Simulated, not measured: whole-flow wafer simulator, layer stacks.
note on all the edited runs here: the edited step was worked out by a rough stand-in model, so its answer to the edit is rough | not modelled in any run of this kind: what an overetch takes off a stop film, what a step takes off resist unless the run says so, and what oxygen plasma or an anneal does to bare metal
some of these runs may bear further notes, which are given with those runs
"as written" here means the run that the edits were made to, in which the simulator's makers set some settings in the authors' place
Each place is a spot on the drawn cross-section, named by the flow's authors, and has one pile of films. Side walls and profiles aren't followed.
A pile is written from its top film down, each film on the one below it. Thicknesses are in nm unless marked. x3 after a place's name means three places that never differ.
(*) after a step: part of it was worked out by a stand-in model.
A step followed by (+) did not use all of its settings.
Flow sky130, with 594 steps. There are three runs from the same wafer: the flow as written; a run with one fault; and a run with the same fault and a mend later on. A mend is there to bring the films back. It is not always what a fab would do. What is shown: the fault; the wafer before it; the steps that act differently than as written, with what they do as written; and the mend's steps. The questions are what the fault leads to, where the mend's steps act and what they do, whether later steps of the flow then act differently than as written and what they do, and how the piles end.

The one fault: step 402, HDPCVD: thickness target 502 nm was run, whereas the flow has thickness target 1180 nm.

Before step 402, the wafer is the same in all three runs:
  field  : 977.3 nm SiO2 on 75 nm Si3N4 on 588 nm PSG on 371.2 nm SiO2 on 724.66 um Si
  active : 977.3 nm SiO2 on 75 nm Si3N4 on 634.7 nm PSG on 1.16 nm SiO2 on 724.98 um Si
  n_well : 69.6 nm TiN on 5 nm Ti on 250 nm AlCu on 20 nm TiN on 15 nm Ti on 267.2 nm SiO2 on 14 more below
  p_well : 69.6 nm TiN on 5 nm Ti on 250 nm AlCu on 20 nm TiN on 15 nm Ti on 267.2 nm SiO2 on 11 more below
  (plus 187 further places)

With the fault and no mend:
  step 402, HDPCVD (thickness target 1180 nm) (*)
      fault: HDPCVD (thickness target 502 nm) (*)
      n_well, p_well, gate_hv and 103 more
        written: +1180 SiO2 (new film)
        fault: +502 SiO2 (new film)
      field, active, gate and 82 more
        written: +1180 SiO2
        fault: +502 SiO2
  Steps further on in the flow that do not act as written (22 other steps are not shown; they differ only slightly, by no more than 2% or 0.5 nm, whichever is larger):
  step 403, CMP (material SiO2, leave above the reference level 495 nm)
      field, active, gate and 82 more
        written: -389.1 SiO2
        fault: nothing
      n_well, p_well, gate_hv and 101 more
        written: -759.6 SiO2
        fault: -81.6 SiO2
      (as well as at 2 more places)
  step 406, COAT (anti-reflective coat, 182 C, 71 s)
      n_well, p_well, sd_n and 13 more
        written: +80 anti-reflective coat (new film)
        fault: +3 anti-reflective coat (new film)
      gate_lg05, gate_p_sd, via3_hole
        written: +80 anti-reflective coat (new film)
        fault: +84.6 anti-reflective coat (new film)
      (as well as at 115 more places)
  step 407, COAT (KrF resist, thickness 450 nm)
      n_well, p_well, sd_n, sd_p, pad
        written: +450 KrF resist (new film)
        fault: +197.3 KrF resist (new film)
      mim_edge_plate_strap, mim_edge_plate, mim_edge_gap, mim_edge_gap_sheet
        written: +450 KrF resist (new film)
        fault: +408 KrF resist (new film)
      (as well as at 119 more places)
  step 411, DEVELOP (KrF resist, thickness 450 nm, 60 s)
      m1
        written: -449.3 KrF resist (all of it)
        fault: -346 KrF resist (all of it)
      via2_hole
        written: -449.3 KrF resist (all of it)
        fault: -241 KrF resist (all of it)
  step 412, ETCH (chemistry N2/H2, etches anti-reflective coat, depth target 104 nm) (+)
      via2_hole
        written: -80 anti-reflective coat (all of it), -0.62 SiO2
        fault: -33.1 anti-reflective coat (all of it)
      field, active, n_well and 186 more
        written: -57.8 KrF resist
        fault: -18.4 KrF resist
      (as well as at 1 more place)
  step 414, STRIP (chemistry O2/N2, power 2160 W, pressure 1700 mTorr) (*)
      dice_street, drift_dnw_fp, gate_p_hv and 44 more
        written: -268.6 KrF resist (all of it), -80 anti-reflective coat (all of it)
        fault: -308 KrF resist (all of it), -80 anti-reflective coat (all of it)
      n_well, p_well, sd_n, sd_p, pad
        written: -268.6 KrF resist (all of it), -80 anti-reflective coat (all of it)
        fault: -55.7 KrF resist (all of it), -3 anti-reflective coat (all of it)
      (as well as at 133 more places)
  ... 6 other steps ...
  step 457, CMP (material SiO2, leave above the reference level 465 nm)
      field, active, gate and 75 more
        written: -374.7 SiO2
        fault: -393.2 SiO2
  The piles end different from the flow's at field, active, gate and 85 more by more than 2% or 0.5 nm, whichever is larger.
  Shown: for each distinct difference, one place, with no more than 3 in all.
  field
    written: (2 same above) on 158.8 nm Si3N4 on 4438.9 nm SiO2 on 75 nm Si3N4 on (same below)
    fault: (2 same above) on 158.8 nm Si3N4 on 2681.9 nm SiO2 on 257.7 nm W on 20 nm TiN on 1479.3 nm SiO2 on 75 nm Si3N4 on (same below)
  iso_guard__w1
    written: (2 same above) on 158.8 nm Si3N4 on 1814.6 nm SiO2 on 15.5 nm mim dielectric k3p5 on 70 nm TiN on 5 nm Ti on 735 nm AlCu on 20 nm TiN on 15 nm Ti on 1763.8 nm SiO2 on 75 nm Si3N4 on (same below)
    fault: (2 same above) on 158.8 nm Si3N4 on 1815.2 nm SiO2 on 15.5 nm mim dielectric k3p5 on 70 nm TiN on 5 nm Ti on 735 nm AlCu on 20 nm TiN on 15 nm Ti on 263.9 nm W on 20 nm TiN on 1479.3 nm SiO2 on 75 nm Si3N4 on (same below)
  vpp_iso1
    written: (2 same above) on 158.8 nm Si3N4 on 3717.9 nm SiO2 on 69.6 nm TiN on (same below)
    fault: (2 same above) on 158.8 nm Si3N4 on 2681.9 nm SiO2 on 257.7 nm W on 20 nm TiN on 758.3 nm SiO2 on 69.6 nm TiN on (same below)

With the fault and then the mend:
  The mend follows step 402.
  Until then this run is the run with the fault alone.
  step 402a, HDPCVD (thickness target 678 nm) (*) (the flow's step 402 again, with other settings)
      field, active, n_well and 188 more
        +678 SiO2
  Later steps of the flow that are run all act as written at every place that is followed, up to a difference of at most 2% or 0.5 nm, whichever is larger.
  By the end, the piles equal the flow's at every place that both follow.
